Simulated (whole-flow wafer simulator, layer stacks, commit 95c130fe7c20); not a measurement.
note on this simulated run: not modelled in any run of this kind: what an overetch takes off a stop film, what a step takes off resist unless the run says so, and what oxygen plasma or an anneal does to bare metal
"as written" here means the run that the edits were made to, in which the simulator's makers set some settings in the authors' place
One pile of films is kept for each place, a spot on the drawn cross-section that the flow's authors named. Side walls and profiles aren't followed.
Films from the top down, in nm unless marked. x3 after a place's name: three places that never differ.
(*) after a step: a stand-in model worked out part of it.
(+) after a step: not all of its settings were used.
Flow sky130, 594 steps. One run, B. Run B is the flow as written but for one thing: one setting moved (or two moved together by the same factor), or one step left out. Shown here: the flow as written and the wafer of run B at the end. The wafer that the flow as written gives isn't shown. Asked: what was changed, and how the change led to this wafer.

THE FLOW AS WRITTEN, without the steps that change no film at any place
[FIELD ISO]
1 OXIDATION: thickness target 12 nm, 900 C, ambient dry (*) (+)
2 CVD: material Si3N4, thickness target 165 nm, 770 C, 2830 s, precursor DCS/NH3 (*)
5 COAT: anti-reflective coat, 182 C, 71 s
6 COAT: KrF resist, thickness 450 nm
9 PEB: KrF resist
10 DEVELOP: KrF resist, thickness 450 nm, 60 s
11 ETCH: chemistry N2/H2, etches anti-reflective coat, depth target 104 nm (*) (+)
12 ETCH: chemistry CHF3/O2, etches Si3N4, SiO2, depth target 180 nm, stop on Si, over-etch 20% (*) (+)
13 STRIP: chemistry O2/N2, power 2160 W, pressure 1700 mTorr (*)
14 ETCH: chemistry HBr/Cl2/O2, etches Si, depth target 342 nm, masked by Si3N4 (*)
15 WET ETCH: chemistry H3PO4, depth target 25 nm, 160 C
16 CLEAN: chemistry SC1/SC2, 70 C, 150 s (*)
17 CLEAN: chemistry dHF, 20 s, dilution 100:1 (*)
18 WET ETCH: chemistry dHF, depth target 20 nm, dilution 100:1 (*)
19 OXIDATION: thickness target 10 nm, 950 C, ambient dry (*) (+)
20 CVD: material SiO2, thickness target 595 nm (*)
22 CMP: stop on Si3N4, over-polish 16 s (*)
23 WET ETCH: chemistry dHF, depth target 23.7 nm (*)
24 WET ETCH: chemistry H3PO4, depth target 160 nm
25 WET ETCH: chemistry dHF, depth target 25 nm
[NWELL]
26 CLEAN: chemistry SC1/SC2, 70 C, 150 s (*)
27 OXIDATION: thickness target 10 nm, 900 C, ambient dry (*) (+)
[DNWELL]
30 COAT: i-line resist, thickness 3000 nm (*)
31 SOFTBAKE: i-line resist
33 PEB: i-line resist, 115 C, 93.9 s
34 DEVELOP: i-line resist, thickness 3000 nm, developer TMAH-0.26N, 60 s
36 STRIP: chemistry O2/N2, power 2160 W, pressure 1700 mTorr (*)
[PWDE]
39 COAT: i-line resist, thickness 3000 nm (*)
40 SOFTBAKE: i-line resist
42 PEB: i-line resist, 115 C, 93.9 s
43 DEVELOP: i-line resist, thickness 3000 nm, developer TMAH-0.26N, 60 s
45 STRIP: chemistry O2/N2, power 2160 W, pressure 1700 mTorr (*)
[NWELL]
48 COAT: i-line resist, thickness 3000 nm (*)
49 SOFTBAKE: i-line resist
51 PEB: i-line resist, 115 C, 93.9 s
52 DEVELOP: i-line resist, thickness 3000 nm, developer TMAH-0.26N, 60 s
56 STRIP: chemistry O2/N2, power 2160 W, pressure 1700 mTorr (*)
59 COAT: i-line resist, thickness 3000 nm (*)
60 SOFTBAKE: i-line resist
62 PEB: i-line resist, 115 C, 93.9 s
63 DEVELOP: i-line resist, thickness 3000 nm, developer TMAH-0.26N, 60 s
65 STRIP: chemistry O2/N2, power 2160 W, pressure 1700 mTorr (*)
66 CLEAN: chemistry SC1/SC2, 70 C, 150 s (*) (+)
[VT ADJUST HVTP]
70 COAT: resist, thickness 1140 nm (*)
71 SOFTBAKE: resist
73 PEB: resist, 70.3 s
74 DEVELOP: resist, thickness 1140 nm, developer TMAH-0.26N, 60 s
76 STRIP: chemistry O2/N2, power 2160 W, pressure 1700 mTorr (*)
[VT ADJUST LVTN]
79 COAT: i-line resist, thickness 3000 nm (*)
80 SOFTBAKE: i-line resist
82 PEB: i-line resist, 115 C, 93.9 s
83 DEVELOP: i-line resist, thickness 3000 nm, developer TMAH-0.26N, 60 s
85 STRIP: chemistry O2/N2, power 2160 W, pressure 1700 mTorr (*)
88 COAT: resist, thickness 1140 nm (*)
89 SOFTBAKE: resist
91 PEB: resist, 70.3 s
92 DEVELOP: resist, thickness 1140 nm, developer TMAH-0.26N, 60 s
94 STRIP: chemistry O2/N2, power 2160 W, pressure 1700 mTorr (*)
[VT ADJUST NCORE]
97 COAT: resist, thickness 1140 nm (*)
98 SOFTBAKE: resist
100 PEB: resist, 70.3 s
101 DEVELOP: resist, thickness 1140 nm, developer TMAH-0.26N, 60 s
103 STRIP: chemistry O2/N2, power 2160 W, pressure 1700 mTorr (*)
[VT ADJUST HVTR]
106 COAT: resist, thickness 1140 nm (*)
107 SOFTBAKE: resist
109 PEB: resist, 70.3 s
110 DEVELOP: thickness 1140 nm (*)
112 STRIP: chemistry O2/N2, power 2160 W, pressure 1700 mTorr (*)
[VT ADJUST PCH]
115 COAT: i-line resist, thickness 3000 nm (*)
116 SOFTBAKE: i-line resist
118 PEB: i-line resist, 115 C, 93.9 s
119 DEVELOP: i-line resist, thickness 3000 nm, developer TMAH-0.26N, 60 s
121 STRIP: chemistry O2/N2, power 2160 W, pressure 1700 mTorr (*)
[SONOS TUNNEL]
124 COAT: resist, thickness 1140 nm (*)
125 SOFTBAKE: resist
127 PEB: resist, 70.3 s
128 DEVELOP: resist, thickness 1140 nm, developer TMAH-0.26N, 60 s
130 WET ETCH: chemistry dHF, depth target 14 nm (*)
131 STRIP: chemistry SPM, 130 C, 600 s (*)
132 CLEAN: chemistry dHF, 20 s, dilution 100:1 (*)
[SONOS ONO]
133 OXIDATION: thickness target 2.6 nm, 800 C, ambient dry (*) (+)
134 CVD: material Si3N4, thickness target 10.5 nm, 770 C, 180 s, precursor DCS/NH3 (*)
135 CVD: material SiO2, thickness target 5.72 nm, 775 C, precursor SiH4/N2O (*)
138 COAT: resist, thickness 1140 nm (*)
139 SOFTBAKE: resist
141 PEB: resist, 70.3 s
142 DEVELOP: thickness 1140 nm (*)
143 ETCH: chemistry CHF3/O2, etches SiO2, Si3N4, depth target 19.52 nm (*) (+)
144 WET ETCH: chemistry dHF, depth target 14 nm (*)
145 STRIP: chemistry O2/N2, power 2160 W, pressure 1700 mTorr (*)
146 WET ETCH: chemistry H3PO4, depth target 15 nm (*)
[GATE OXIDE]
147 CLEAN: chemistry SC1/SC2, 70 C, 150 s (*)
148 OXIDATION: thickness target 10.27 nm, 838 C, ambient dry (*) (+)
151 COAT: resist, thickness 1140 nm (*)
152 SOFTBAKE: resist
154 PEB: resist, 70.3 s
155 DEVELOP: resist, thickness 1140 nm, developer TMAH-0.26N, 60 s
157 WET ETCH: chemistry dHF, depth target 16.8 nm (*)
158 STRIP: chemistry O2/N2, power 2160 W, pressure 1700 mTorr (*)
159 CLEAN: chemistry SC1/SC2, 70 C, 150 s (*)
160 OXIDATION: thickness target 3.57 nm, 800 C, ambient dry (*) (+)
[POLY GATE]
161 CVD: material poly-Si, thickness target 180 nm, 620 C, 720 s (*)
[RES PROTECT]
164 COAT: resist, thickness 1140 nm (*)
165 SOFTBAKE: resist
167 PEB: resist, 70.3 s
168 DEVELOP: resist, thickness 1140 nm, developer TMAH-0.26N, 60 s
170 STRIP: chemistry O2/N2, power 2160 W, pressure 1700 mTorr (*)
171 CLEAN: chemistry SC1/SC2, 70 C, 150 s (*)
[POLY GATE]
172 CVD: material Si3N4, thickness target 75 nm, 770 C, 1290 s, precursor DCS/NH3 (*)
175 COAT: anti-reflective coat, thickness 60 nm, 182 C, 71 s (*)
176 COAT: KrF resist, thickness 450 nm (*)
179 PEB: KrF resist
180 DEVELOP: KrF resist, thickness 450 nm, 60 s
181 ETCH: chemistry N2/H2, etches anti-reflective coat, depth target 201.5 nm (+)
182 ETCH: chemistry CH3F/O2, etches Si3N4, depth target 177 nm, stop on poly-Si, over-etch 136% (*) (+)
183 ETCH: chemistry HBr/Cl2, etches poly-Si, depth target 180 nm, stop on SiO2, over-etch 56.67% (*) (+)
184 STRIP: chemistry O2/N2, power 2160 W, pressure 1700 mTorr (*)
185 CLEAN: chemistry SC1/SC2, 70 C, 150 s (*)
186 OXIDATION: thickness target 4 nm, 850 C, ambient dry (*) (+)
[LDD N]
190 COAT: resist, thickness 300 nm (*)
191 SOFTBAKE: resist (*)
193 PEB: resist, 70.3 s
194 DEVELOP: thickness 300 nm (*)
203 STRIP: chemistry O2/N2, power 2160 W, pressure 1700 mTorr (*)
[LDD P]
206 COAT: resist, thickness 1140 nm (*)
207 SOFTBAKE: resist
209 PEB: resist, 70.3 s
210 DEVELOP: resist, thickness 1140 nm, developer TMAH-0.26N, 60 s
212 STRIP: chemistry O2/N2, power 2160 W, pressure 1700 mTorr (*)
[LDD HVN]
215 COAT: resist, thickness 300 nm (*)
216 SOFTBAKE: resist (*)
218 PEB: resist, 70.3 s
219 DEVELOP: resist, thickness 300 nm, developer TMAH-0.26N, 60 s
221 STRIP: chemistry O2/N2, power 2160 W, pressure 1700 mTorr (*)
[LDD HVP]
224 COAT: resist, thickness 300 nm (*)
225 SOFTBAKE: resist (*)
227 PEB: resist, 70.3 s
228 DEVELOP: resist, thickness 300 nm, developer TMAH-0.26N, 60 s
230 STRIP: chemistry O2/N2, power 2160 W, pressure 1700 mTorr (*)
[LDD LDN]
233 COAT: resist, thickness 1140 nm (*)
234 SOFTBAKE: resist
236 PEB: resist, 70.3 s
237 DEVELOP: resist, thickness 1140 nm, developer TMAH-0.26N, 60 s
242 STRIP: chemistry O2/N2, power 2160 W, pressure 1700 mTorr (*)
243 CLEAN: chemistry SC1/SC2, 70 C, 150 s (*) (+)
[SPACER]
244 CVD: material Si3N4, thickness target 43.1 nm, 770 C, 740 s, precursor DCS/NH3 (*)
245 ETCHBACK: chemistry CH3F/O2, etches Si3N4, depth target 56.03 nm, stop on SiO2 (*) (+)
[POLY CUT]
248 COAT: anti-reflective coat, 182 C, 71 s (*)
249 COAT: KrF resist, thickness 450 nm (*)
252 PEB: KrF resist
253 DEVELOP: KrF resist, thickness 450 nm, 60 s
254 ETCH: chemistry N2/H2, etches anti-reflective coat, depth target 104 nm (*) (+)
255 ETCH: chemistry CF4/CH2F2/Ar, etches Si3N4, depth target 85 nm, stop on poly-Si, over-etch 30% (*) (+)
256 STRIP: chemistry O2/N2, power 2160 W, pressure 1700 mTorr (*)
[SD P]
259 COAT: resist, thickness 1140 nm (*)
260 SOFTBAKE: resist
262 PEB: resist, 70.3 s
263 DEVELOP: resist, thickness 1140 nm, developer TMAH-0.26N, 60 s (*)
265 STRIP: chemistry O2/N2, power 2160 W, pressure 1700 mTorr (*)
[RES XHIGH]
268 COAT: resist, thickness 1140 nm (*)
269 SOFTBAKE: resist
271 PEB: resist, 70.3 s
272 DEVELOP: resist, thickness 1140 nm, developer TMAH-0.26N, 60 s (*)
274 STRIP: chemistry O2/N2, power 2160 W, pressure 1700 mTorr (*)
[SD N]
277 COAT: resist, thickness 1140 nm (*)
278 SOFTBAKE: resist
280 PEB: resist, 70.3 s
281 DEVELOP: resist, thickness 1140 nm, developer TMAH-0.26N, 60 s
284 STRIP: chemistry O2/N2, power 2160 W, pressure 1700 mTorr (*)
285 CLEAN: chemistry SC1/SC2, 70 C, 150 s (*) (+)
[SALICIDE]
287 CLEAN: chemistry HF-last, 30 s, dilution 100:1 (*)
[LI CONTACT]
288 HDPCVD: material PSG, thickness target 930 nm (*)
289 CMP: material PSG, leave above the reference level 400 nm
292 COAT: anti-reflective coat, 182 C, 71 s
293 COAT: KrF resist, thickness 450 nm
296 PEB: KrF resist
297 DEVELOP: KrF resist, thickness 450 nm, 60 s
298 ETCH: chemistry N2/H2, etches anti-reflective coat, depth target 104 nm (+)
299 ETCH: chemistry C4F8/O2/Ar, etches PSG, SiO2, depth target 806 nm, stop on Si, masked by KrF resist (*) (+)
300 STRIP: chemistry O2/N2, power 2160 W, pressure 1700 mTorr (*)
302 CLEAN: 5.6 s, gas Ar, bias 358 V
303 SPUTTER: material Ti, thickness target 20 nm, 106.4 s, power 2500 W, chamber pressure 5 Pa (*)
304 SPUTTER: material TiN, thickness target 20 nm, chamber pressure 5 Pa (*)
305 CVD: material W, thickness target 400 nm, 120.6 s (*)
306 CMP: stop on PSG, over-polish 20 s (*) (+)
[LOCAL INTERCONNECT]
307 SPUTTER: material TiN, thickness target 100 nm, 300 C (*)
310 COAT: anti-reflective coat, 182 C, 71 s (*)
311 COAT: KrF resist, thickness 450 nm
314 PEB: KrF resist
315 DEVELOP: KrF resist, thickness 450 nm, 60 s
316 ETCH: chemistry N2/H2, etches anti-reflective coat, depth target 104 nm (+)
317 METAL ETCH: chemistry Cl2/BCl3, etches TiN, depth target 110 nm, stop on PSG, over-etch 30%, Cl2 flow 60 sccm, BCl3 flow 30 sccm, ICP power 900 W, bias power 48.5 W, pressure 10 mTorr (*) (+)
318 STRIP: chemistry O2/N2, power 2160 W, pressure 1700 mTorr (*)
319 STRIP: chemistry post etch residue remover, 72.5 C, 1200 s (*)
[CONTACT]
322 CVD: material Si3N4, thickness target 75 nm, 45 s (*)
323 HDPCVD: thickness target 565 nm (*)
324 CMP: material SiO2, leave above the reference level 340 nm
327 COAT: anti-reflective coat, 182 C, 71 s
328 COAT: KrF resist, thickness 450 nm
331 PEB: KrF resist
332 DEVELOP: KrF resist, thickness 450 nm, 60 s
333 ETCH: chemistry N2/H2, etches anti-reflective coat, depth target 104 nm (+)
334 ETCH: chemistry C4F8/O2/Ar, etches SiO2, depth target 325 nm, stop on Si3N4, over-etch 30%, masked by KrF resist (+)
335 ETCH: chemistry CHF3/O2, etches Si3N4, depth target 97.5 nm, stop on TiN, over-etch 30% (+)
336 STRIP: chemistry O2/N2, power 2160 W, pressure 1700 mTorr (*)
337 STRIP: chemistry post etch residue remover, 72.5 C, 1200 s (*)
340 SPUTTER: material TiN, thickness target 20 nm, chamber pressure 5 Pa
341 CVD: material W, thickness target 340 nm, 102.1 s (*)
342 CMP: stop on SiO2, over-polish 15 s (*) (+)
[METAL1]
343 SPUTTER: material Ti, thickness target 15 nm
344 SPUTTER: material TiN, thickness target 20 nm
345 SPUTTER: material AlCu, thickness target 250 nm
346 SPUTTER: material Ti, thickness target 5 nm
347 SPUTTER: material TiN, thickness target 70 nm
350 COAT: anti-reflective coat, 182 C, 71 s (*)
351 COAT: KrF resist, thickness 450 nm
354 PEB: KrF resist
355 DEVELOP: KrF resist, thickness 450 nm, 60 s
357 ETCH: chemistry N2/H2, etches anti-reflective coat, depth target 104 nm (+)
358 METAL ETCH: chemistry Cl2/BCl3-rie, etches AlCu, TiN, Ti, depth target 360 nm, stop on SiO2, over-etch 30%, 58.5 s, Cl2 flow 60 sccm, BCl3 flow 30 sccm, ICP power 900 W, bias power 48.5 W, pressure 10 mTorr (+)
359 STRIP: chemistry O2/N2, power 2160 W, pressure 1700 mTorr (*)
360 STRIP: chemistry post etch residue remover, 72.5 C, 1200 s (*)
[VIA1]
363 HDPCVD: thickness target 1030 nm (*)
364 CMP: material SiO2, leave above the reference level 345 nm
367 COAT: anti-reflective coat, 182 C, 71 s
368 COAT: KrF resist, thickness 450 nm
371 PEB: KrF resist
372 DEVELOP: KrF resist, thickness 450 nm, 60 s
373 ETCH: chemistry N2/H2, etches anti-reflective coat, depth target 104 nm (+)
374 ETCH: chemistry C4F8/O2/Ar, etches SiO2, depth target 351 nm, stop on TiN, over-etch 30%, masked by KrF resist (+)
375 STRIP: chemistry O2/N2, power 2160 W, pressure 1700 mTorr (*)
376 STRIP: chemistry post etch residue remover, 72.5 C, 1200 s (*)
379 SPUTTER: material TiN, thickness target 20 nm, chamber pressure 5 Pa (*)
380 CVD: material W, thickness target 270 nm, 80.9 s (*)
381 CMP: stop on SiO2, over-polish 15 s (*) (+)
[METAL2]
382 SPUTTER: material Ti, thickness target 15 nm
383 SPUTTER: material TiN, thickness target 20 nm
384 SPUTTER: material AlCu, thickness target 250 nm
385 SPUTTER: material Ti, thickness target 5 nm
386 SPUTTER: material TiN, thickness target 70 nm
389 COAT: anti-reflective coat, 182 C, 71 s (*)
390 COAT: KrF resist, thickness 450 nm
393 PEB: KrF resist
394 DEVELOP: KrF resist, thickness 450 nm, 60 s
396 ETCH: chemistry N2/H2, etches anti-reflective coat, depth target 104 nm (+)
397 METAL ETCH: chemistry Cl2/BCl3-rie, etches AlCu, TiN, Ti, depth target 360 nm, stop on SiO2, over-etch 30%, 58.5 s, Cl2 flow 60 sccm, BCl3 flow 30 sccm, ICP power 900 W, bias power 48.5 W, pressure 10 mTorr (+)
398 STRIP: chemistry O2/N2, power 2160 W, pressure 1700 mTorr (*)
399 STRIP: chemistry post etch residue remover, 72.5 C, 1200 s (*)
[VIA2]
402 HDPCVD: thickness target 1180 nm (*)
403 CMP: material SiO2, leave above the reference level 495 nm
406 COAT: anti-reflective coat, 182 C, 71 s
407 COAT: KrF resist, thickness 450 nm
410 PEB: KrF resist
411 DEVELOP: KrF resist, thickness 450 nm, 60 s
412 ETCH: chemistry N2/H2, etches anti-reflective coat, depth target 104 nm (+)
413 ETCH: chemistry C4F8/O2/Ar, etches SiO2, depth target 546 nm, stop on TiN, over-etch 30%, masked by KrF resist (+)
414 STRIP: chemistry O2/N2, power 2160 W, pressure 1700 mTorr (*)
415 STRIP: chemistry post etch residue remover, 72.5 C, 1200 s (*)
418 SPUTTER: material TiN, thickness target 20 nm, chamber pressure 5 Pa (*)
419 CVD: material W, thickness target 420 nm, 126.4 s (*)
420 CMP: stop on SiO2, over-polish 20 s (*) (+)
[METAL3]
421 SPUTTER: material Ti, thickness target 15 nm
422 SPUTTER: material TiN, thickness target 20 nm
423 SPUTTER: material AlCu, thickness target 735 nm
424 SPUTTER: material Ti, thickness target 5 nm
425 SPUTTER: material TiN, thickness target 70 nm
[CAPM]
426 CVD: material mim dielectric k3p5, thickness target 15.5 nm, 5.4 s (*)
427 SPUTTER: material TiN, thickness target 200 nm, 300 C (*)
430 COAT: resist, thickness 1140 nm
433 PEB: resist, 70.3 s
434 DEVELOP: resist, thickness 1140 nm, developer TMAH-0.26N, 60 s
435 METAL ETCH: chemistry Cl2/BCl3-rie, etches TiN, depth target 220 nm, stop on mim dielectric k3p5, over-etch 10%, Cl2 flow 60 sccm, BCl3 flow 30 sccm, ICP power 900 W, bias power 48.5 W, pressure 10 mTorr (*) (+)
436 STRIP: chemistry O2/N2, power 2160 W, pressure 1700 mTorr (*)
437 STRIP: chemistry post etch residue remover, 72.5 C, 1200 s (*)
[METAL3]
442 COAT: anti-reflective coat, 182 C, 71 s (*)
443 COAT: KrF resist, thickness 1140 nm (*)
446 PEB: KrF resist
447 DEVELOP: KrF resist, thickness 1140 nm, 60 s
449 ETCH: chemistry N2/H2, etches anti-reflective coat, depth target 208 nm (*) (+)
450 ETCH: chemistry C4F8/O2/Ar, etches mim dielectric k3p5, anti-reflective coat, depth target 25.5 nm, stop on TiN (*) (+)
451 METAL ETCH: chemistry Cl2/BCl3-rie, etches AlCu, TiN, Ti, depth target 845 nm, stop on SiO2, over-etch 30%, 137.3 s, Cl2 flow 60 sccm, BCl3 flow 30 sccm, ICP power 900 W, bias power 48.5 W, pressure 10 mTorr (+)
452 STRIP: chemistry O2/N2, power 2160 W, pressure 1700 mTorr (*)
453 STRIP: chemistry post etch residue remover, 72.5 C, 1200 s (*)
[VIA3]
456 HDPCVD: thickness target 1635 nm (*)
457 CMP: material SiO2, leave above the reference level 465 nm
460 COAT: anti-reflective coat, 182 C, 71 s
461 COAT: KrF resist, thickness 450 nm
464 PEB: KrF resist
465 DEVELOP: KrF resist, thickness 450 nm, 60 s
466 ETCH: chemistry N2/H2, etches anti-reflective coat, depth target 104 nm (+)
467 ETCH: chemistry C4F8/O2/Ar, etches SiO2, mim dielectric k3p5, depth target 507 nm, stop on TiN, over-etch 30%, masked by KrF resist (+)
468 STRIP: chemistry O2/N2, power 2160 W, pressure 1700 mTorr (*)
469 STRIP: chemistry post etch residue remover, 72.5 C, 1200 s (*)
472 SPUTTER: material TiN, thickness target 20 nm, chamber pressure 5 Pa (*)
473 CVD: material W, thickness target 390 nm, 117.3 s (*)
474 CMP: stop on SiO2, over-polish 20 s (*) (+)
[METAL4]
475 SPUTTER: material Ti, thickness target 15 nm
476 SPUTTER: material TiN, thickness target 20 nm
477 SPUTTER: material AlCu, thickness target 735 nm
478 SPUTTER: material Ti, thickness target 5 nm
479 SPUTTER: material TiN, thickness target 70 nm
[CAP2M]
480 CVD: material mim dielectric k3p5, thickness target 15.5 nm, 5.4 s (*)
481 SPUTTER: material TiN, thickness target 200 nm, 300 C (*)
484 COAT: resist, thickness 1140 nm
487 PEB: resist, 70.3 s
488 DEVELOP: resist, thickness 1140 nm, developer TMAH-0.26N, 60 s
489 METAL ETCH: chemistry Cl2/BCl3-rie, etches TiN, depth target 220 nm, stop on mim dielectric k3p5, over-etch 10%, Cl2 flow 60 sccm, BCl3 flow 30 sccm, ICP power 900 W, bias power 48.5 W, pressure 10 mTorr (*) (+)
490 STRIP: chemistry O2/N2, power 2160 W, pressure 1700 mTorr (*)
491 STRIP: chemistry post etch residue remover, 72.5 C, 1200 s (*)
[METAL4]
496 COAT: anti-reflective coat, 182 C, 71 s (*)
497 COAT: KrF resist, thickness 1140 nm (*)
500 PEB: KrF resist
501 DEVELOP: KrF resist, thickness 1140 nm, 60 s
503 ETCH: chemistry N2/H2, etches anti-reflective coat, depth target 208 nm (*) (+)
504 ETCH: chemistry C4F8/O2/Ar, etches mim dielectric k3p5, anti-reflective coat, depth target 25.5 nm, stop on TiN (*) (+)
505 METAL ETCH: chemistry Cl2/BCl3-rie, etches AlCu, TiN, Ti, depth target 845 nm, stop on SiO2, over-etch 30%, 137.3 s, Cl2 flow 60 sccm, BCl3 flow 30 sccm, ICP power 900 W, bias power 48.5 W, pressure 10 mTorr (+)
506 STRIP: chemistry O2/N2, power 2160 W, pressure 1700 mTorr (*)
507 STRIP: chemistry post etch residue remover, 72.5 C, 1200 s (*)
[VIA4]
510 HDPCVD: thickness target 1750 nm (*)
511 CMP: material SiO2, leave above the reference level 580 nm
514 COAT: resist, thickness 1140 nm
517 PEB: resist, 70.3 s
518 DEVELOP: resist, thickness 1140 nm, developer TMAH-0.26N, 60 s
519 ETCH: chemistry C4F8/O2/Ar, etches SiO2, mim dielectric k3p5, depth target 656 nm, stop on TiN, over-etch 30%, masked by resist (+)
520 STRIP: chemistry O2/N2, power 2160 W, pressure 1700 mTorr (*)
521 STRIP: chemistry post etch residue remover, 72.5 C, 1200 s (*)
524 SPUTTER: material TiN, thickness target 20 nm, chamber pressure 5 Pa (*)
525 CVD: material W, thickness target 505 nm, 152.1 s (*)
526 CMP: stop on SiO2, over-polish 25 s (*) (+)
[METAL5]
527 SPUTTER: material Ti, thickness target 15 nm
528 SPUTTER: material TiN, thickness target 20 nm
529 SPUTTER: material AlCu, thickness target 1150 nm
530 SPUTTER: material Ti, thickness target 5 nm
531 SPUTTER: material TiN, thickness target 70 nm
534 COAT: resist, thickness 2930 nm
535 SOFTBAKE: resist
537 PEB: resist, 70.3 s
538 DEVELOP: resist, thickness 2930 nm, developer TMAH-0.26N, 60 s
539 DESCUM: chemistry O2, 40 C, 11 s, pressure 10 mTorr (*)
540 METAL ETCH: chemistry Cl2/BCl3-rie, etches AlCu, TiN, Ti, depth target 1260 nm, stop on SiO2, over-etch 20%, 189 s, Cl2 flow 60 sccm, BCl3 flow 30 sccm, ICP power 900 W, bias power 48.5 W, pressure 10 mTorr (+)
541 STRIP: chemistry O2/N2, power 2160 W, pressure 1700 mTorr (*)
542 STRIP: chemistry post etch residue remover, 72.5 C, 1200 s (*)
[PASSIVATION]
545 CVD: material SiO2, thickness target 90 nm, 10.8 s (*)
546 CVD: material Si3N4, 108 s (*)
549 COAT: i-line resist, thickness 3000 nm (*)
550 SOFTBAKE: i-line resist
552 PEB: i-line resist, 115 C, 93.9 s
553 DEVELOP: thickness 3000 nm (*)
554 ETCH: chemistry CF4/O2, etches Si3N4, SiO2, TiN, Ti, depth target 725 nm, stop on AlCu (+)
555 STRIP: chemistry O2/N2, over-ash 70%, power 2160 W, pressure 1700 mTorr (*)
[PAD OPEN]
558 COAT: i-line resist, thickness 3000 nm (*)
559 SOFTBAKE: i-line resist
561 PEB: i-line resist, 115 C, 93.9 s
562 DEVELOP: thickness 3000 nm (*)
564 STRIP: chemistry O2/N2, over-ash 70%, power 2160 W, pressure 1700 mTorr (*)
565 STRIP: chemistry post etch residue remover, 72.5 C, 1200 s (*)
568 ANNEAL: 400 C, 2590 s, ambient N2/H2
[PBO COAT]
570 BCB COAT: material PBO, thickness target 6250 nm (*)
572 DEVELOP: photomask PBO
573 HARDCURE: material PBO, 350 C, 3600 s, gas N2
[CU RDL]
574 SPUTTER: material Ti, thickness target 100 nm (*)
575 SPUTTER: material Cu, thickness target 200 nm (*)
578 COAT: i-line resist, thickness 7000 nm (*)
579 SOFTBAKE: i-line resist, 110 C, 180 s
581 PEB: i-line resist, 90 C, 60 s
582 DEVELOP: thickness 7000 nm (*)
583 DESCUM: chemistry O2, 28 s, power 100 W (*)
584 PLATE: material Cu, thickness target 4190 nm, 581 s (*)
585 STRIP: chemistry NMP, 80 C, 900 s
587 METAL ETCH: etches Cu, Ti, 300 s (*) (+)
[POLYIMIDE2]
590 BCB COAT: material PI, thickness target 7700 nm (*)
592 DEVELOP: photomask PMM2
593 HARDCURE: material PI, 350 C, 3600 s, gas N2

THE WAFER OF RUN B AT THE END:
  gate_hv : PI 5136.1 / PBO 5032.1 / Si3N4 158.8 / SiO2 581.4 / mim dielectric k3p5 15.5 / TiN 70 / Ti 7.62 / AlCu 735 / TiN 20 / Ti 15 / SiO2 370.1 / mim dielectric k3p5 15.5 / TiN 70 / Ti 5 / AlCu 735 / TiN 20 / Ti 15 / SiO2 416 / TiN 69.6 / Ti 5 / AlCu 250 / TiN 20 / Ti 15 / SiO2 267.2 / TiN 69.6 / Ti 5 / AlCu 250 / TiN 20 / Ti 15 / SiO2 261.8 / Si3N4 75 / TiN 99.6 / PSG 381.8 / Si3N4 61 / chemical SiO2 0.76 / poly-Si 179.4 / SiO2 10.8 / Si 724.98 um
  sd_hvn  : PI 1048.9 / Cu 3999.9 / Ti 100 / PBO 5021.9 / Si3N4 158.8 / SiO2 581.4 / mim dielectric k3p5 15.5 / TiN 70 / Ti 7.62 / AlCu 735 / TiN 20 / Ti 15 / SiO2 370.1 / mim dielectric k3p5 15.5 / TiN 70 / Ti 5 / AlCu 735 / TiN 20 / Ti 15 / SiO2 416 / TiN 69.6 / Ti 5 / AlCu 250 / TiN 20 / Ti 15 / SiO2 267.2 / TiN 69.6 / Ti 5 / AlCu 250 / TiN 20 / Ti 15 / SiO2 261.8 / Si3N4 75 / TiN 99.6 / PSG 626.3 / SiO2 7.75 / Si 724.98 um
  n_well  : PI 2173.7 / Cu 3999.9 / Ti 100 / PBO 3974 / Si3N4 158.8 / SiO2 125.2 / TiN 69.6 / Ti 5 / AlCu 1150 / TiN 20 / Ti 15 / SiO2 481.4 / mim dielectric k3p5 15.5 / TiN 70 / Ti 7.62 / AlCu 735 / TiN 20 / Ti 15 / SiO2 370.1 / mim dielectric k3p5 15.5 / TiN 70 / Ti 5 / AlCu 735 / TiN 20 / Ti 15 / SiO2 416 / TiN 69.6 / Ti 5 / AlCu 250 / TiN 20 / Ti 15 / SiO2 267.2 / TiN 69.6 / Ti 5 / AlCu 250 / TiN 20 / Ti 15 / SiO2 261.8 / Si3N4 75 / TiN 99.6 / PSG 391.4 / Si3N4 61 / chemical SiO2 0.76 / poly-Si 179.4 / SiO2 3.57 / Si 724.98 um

The cause: step 478, SPUTTER: thickness target 7.62 nm was run, where the flow has thickness target 5 nm.
It can be read off the wafer: gate_hv has Ti 7.62, and step 478 as written asks for 5 nm.

How the change led to this, step by step:
  478 SPUTTER: material Ti, thickness target 5 nm
      field, active, n_well and 189 more: Ti +7.62 (new film) (as written it would be: Ti +5 (new film))
  505 METAL ETCH: chemistry Cl2/BCl3-rie, etches AlCu, TiN, Ti, depth target 845 nm, stop on SiO2, over-etch 30%, 137.3 s, Cl2 flow 60 sccm, BCl3 flow 30 sccm, ICP power 900 W, bias power 48.5 W, pressure 10 mTorr (+)
      field, gate, spacer and 68 more: TiN -70 (all of it), Ti -7.62 (all of it), AlCu -735 (all of it), TiN -20 (all of it), Ti -15 (all of it), SiO2 -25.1 (as written it would be: TiN -70 (all of it), Ti -5 (all of it), AlCu -735 (all of it), TiN -20 (all of it), Ti -15 (all of it), SiO2 -25.4)
      active, vpp_iso1, mim_edge_plate and 14 more: TiN -70 (all of it), Ti -7.62 (all of it), AlCu -735 (all of it), TiN -20 (all of it), Ti -15 (all of it), SiO2 -25.1 (as written it would be: TiN -70 (all of it), Ti -5 (all of it), AlCu -735 (all of it), TiN -20 (all of it), Ti -15 (all of it), SiO2 -25.3)
